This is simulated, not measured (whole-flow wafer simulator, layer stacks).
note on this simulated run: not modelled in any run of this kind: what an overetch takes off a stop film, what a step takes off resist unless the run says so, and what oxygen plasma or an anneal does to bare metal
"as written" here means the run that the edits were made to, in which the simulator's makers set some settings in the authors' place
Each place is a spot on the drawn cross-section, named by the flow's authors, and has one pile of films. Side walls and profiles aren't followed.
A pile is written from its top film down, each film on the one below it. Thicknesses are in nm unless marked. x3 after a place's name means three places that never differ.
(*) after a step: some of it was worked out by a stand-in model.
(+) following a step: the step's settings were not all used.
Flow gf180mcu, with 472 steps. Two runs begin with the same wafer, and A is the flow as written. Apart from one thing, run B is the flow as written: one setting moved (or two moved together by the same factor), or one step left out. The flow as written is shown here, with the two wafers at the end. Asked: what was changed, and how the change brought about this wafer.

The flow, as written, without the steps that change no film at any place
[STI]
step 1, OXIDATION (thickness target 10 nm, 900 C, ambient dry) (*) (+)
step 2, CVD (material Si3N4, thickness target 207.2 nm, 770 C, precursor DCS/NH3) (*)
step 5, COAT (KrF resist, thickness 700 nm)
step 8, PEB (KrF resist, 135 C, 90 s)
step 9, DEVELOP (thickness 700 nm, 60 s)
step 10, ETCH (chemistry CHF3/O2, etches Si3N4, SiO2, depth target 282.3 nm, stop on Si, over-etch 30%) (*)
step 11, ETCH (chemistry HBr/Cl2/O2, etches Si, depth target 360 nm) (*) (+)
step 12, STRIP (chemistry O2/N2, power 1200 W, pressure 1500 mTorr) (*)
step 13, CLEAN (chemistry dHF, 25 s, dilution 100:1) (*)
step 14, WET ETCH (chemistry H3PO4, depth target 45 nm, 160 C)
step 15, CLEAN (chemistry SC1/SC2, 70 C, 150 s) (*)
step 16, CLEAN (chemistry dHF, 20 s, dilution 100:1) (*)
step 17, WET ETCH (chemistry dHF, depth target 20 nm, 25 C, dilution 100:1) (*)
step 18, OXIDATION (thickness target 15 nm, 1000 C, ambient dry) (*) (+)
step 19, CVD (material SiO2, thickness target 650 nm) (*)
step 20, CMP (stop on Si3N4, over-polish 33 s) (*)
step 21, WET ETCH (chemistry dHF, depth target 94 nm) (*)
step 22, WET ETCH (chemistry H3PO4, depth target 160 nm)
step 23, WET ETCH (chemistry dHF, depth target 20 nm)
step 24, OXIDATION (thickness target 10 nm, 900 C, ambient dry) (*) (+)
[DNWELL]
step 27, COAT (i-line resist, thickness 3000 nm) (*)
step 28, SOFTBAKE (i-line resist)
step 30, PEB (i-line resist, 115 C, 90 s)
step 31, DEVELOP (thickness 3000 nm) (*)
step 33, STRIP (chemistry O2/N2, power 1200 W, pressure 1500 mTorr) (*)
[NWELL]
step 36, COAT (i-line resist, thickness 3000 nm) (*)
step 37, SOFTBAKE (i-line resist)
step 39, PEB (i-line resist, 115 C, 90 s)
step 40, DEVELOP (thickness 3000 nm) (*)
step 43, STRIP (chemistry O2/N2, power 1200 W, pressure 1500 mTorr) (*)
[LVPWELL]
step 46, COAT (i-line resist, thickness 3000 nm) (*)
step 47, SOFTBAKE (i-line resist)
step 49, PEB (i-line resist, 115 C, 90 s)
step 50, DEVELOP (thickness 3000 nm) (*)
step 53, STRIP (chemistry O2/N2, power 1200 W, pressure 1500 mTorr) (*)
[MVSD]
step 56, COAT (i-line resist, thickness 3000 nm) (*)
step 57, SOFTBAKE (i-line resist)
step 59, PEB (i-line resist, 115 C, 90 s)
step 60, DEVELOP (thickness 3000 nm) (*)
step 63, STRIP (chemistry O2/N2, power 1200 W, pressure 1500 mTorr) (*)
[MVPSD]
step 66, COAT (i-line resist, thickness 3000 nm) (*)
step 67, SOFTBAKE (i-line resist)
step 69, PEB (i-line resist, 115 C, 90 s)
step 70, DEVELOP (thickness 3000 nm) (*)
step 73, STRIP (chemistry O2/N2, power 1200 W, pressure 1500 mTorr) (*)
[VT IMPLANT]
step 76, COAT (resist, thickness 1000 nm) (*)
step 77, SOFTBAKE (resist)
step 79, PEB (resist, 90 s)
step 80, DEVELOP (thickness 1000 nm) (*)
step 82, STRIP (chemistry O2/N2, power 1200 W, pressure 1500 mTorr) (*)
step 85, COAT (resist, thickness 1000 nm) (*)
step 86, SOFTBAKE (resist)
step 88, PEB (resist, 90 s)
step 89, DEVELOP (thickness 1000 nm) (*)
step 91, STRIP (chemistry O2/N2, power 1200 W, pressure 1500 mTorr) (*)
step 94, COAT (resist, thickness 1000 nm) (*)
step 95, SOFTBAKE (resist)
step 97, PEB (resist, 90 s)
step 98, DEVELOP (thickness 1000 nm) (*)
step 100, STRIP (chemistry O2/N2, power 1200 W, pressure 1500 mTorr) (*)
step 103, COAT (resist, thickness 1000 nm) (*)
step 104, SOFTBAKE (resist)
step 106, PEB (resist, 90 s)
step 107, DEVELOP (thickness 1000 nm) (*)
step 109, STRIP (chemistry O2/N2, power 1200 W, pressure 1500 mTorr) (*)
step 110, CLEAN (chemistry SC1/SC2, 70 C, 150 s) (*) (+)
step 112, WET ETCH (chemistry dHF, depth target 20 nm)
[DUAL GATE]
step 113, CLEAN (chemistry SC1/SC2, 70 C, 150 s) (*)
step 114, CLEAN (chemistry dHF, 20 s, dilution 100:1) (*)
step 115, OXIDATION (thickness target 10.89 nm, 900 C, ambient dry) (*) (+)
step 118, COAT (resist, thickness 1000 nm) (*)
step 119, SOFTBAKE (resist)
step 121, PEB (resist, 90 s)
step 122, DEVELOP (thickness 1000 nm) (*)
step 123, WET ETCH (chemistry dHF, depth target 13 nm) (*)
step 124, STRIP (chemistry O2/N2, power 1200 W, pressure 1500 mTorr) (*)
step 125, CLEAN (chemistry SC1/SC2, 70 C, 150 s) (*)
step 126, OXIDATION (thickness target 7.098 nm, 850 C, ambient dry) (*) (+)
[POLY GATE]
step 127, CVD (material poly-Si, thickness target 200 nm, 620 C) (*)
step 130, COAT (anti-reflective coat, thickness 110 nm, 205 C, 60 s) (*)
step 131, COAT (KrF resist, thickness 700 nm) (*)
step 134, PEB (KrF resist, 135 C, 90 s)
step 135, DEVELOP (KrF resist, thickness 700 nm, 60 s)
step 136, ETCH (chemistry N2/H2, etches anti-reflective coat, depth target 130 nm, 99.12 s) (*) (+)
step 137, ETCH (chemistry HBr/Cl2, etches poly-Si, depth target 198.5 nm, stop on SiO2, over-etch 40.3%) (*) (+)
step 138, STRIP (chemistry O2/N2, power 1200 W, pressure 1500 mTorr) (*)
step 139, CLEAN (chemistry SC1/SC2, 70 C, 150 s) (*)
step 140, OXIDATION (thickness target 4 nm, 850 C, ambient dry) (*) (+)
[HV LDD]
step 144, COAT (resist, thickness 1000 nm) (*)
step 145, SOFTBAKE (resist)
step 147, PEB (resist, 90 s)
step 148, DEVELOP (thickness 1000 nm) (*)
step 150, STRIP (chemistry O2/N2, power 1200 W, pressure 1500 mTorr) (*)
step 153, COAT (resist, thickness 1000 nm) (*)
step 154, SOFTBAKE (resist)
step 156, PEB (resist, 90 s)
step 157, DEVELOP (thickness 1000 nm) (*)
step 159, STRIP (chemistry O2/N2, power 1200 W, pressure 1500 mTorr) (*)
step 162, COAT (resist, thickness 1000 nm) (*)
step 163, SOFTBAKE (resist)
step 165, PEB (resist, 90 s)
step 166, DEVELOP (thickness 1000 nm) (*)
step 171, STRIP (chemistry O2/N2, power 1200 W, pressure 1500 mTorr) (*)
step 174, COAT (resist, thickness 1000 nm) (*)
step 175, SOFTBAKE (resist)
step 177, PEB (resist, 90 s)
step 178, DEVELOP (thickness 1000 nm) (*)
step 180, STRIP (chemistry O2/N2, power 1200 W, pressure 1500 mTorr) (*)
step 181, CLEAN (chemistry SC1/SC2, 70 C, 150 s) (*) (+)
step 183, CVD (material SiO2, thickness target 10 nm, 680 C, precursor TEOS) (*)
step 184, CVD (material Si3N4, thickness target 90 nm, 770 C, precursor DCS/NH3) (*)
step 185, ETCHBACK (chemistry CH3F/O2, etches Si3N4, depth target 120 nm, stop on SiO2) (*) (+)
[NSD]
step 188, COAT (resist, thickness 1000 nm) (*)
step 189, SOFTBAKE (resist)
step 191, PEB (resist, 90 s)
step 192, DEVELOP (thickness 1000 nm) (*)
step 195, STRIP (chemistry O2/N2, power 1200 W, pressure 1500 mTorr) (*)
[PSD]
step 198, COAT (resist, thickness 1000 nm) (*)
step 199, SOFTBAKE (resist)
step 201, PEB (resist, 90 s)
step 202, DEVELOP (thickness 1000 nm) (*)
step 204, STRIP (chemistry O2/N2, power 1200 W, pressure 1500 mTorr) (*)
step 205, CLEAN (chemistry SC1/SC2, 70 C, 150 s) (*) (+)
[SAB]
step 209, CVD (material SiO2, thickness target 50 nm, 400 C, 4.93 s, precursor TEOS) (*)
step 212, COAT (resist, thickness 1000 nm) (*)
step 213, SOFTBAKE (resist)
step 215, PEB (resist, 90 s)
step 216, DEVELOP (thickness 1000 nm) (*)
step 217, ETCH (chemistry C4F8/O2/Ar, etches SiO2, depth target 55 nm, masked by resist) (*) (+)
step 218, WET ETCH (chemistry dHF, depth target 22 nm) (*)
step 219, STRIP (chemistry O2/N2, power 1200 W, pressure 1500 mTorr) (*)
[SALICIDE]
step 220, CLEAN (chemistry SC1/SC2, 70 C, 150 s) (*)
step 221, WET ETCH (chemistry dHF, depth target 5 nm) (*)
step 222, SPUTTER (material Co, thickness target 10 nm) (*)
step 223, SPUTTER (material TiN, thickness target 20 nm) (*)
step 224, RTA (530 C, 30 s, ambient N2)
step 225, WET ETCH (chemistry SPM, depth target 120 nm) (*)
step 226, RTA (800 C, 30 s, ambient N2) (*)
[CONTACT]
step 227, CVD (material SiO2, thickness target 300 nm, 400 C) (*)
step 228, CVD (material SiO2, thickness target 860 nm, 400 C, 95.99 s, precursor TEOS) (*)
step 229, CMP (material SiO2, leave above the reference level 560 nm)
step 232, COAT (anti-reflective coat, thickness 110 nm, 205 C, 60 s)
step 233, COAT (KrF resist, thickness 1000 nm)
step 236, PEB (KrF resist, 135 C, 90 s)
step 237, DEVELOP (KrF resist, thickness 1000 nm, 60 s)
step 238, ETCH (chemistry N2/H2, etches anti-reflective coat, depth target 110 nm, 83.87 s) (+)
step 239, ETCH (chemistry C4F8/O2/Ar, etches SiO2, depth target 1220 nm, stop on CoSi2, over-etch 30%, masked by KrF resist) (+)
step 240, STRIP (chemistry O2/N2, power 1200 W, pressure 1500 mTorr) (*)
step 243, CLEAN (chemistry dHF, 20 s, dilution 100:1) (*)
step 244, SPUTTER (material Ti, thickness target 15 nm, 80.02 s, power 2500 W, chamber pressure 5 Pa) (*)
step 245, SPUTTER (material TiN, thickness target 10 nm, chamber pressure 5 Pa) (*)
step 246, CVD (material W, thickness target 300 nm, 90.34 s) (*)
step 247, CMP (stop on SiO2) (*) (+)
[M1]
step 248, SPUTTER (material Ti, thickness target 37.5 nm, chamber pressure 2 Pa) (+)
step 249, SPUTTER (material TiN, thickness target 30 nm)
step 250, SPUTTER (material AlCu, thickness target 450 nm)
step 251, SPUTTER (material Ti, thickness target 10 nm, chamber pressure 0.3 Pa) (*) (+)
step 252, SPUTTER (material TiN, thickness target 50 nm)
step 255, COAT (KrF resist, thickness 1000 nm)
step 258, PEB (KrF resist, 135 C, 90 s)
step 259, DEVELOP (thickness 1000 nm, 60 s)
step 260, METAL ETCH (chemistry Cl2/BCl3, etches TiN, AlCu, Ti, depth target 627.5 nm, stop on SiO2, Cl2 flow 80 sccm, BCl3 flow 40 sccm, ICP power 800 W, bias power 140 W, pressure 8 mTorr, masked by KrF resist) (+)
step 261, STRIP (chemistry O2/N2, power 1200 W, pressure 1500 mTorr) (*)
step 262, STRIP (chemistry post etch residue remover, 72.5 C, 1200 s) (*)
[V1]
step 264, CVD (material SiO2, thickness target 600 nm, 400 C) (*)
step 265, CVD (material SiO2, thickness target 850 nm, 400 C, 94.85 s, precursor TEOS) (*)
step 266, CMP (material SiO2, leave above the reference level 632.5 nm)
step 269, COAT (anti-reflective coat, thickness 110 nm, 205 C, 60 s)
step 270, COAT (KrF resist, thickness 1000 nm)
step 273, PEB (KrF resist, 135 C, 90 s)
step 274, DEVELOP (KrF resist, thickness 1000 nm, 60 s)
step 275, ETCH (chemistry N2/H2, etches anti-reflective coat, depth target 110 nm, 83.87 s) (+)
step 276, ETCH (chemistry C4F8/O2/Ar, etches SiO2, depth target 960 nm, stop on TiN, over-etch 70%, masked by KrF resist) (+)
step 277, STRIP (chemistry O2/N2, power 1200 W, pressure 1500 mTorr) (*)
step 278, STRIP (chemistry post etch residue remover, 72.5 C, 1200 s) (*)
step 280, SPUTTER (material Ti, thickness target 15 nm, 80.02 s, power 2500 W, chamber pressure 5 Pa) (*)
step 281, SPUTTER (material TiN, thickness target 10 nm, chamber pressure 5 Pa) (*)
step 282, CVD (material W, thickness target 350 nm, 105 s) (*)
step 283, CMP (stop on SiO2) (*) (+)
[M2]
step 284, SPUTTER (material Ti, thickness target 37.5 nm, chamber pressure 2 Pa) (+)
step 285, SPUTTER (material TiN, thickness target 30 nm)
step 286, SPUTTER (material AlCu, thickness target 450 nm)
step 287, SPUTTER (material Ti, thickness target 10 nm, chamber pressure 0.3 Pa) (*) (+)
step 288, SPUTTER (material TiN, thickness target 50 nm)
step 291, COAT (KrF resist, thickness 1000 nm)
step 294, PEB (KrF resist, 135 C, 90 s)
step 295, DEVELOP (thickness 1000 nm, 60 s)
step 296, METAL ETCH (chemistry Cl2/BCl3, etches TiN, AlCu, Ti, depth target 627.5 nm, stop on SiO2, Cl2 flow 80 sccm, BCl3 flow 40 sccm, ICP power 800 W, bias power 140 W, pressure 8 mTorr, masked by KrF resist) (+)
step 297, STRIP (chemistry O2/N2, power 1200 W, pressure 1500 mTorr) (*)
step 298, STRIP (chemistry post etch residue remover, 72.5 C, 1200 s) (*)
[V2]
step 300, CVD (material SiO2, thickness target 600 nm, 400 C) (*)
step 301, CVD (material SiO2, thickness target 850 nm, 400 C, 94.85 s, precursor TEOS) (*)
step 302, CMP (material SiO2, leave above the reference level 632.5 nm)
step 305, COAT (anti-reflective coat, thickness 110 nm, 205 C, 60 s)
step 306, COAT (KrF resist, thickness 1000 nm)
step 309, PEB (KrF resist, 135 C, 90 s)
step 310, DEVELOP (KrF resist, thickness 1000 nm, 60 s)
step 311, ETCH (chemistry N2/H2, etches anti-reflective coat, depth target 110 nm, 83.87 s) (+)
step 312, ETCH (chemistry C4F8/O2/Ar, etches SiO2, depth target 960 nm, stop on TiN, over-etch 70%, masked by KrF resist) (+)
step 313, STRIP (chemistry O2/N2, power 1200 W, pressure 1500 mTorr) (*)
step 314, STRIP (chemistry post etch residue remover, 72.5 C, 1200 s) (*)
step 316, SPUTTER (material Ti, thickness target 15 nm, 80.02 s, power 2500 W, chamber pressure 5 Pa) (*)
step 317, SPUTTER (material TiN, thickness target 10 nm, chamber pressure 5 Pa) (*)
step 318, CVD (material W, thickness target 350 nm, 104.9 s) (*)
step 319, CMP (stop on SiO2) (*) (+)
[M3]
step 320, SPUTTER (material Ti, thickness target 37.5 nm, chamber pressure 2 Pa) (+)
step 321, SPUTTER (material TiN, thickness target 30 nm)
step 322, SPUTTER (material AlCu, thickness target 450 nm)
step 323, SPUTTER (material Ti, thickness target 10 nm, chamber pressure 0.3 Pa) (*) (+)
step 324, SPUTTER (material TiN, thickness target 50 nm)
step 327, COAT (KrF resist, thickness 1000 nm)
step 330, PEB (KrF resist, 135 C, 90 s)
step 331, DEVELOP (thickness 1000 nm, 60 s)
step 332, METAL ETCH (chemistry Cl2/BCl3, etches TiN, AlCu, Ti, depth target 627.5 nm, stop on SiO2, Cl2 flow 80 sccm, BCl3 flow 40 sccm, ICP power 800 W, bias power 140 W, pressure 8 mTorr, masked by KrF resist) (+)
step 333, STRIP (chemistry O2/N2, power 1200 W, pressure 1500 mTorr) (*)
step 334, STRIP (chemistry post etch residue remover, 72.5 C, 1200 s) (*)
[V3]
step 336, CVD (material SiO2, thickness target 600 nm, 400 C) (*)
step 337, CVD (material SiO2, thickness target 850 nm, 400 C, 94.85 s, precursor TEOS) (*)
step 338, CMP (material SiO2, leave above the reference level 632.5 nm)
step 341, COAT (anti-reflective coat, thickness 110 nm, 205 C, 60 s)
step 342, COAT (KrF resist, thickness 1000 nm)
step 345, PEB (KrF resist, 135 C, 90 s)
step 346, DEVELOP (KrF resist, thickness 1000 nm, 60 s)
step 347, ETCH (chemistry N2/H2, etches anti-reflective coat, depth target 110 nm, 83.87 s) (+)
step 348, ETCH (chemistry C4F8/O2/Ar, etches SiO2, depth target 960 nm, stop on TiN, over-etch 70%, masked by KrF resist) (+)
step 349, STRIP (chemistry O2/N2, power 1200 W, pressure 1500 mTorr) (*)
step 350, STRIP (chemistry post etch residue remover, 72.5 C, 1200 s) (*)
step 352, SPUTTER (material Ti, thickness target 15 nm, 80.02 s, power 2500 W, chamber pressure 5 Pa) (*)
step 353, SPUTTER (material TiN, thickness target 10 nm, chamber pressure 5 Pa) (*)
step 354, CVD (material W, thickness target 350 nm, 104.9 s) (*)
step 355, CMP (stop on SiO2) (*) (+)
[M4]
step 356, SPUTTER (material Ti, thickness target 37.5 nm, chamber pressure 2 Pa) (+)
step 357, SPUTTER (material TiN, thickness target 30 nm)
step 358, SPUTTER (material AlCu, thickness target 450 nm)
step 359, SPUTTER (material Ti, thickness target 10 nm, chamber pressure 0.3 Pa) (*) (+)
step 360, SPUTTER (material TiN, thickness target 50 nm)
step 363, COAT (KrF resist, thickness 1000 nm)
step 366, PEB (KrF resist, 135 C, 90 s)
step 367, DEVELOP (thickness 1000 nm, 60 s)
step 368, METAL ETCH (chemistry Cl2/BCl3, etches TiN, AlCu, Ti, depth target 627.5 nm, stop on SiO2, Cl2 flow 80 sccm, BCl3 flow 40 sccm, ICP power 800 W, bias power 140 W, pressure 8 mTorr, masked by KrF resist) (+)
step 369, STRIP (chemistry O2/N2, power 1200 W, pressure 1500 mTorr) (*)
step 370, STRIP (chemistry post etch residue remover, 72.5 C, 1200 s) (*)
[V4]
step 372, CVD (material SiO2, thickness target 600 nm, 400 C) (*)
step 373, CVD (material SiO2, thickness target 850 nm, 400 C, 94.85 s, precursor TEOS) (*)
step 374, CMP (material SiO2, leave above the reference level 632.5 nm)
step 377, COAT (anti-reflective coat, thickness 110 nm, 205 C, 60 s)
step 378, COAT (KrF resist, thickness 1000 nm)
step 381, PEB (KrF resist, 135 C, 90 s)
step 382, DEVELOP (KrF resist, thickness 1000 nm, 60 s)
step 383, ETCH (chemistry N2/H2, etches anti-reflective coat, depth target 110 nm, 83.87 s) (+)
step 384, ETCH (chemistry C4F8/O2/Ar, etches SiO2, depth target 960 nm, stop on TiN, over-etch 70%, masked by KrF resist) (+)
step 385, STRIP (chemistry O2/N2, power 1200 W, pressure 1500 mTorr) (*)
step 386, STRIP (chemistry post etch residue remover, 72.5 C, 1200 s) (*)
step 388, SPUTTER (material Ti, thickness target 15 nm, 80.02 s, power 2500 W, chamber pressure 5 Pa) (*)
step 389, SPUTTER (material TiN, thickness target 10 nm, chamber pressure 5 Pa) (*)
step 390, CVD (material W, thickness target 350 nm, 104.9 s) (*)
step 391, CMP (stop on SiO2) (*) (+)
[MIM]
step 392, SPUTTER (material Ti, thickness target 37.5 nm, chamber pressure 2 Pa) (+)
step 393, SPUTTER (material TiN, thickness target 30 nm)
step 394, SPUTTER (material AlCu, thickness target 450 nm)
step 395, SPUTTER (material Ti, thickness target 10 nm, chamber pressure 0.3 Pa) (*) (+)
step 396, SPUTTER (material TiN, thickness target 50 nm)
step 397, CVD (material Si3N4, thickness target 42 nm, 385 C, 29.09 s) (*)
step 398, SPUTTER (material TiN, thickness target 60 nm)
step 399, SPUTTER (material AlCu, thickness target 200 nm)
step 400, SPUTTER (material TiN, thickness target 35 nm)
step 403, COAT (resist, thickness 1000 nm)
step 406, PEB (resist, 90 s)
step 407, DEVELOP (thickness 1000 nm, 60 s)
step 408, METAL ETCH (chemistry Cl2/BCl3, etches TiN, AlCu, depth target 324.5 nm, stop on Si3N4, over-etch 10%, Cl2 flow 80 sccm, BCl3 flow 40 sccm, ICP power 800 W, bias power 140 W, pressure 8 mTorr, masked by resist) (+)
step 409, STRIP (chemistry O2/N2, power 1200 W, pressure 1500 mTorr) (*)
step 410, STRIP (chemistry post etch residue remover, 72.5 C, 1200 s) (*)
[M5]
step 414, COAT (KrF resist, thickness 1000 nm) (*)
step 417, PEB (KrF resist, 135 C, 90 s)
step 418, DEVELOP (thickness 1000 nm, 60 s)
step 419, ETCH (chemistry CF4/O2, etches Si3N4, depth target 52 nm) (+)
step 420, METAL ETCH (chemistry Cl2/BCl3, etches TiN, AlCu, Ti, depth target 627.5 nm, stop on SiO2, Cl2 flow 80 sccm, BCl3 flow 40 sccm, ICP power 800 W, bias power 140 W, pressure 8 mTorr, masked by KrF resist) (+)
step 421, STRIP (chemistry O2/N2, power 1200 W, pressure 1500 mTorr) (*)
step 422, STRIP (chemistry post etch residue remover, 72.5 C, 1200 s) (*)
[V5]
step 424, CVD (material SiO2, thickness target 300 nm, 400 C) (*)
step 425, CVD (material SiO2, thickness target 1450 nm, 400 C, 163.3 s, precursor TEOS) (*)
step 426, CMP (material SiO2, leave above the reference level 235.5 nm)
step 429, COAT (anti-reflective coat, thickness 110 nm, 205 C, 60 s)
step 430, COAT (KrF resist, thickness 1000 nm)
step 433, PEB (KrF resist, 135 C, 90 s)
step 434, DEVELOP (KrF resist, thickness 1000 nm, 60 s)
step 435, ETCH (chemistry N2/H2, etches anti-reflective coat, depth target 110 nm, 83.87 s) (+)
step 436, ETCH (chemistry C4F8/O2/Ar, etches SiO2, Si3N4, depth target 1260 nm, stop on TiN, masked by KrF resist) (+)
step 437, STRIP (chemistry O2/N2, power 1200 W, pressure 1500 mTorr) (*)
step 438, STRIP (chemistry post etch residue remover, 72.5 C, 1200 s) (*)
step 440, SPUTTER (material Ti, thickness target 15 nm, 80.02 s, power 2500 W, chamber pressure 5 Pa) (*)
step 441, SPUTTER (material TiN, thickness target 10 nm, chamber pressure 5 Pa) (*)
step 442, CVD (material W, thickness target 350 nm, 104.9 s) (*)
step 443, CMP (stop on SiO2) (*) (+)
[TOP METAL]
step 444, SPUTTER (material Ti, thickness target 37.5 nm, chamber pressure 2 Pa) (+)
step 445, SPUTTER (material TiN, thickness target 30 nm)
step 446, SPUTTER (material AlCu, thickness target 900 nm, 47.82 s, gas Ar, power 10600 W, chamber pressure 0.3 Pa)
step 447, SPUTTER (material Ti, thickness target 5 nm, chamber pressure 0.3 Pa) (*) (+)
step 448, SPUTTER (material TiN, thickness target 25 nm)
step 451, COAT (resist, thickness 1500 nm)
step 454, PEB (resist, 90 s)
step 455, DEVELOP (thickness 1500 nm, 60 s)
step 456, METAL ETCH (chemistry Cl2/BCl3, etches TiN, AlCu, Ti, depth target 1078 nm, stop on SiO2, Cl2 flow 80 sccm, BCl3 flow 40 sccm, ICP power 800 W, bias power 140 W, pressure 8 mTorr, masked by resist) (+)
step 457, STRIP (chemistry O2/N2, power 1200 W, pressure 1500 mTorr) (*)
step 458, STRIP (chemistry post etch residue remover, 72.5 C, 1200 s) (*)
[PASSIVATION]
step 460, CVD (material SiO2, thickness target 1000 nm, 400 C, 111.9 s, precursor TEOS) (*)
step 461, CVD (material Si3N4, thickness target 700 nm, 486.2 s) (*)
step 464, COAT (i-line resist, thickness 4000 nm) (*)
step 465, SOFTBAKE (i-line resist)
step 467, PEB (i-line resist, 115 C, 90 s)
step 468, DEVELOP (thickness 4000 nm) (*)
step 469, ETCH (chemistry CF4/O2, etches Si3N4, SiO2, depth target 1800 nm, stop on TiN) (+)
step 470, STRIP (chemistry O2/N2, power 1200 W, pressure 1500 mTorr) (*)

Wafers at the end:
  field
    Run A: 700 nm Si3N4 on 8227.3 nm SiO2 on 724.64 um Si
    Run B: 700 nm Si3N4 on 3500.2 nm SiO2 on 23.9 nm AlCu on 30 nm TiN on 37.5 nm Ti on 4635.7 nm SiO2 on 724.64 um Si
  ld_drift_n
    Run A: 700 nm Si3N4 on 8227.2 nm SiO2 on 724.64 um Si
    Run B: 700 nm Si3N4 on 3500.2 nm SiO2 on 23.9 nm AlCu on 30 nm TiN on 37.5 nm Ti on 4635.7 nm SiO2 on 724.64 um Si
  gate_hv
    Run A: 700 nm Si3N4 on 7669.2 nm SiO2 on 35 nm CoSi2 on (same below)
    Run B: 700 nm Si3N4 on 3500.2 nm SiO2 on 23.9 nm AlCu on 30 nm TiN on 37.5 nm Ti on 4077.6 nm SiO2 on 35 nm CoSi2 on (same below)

Cause: step 368, METAL ETCH: depth target 480.4 nm was run, while the flow as written has depth target 627.5 nm.

How this came from the change, step by step:
  step 368, METAL ETCH (chemistry Cl2/BCl3, etches TiN, AlCu, Ti, depth target 627.5 nm, stop on SiO2, Cl2 flow 80 sccm, BCl3 flow 40 sccm, ICP power 800 W, bias power 140 W, pressure 8 mTorr, masked by KrF resist) (+)
      field, field__w1, field__w2 and 103 more: A -50 TiN (all of it), -10 Ti (all of it), -450 AlCu (all of it), -30 TiN (all of it), -37.5 Ti (all of it) | B -50 TiN (all of it), -10 Ti (all of it), -420.4 AlCu
      field__w8, contact, m1, m1__w1, m1_nw: A -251 KrF resist | B -192.2 KrF resist
  step 369, STRIP (chemistry O2/N2, power 1200 W, pressure 1500 mTorr) (*)
      field__w8, contact, m1, m1__w1, m1_nw: A -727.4 KrF resist (all of it) | B -786.2 KrF resist (all of it)
  step 370, STRIP (chemistry post etch residue remover, 72.5 C, 1200 s) (*)
      field, field__w1, field__w2 and 103 more: A nothing | B -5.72 AlCu
  step 372, CVD (material SiO2, thickness target 600 nm, 400 C) (*)
      field, field__w1, field__w2 and 103 more: A +600 SiO2 | B +600 SiO2 (new film)
  step 374, CMP (material SiO2, leave above the reference level 632.5 nm)
      field, field__w1, field__w2 and 103 more: A -300 SiO2 | B -391.4 SiO2
With metal films that touch counted as one body, field has 1 body; the flow as written gives 0 bodies.
With metal films that touch counted as one body, ld_drift_n has 1 body; the flow as written gives 0 bodies.
With metal films that touch counted as one body, gate_hv has 2 bodies (between them, from the top down: SiO2 4077.6); the flow as written gives 1 body.
